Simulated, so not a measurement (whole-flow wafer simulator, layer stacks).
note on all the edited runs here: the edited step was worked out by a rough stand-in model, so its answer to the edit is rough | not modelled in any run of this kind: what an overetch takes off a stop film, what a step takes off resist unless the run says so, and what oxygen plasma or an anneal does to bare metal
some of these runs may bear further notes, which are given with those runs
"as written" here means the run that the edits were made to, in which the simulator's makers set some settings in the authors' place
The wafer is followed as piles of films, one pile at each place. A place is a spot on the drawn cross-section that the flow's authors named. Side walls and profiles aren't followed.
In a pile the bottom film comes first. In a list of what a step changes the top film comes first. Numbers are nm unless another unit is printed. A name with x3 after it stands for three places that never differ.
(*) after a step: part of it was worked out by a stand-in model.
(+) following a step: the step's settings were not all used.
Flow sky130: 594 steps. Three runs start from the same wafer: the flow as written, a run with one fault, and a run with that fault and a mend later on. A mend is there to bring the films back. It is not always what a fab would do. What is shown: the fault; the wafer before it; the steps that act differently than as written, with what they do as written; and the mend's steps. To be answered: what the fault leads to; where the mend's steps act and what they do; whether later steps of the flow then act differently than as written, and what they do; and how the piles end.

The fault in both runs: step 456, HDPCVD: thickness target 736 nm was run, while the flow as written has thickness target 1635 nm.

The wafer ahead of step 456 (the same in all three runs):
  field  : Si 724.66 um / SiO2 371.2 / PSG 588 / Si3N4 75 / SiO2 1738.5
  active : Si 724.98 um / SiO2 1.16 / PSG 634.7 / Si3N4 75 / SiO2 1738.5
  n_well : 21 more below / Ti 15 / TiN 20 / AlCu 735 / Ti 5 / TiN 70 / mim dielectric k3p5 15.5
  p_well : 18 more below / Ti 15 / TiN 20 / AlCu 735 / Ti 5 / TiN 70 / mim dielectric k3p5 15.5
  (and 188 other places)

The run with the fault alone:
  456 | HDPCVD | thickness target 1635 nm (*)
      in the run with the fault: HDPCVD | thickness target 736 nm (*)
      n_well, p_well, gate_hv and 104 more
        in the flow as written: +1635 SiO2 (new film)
        in the run with the fault: +736 SiO2 (new film)
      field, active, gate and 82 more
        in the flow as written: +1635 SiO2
        in the run with the fault: +736 SiO2
  Steps later in the flow that act otherwise than as written (not shown: 26 more steps that differ only slightly, by at most 2% or 0.5 nm, whichever is larger):
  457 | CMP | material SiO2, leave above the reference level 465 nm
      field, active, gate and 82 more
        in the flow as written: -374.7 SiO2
        in the run with the fault: nothing
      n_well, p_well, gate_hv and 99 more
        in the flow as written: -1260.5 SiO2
        in the run with the fault: -361.5 SiO2
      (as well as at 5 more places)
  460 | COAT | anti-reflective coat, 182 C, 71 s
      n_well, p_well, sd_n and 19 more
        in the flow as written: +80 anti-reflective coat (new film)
        in the run with the fault: +3 anti-reflective coat (new film)
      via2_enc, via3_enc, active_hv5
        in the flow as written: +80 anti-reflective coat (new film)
        in the run with the fault: +5.95 anti-reflective coat (new film)
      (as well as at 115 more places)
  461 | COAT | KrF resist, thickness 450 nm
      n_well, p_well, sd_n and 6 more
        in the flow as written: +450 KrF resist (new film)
        in the run with the fault: +3 KrF resist (new film)
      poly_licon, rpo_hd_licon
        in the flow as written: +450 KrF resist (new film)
        in the run with the fault: +500.3 KrF resist (new film)
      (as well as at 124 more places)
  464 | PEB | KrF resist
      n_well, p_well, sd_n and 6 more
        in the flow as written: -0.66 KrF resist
        in the run with the fault: nothing
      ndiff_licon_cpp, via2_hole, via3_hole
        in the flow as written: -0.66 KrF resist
        in the run with the fault: -0.13 KrF resist
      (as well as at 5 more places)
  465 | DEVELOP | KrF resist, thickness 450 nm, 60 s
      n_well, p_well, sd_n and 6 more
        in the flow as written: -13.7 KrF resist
        in the run with the fault: nothing
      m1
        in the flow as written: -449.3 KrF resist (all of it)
        in the run with the fault: -224 KrF resist (all of it)
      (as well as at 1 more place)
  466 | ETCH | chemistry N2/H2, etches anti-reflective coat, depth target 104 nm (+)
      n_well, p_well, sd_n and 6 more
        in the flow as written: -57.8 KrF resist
        in the run with the fault: -3 KrF resist (all of it), -3 anti-reflective coat (all of it), -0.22 SiO2
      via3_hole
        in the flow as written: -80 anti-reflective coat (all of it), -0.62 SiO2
        in the run with the fault: -16.9 anti-reflective coat (all of it)
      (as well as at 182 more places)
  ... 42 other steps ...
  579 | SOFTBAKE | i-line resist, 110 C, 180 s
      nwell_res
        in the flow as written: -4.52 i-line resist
        in the run with the fault: -4.01 i-line resist
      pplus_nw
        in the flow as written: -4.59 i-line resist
        in the run with the fault: -4.07 i-line resist
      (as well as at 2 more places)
  The piles end different from the flow's at field, active, gate and 84 more by more than 2% or 0.5 nm, whichever is larger.
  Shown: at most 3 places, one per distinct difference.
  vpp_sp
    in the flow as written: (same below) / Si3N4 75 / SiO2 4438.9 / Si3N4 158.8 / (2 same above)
    in the run with the fault: (same below) / Si3N4 75 / SiO2 2474.5 / TiN 20 / W 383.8 / SiO2 1560.6 / Si3N4 158.8 / (2 same above)
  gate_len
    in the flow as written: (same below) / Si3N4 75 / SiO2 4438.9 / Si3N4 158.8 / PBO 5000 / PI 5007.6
    in the run with the fault: (same below) / Si3N4 75 / SiO2 2474.5 / TiN 20 / W 383.8 / SiO2 1560.6 / Si3N4 158.8 / PBO 5000 / PI 5007.4
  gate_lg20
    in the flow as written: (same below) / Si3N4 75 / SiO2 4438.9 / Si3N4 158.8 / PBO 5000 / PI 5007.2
    in the run with the fault: (same below) / Si3N4 75 / SiO2 2474.5 / TiN 20 / W 383.8 / SiO2 1560.6 / Si3N4 158.8 / PBO 5000 / PI 5007

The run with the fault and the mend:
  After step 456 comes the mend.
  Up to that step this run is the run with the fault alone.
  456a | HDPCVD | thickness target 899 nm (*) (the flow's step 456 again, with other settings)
      field, active, n_well and 189 more
        +899 SiO2
  Every later step of the flow that is run acts as written at every place that is followed.
  The piles end the same as the flow's at every place that both follow.
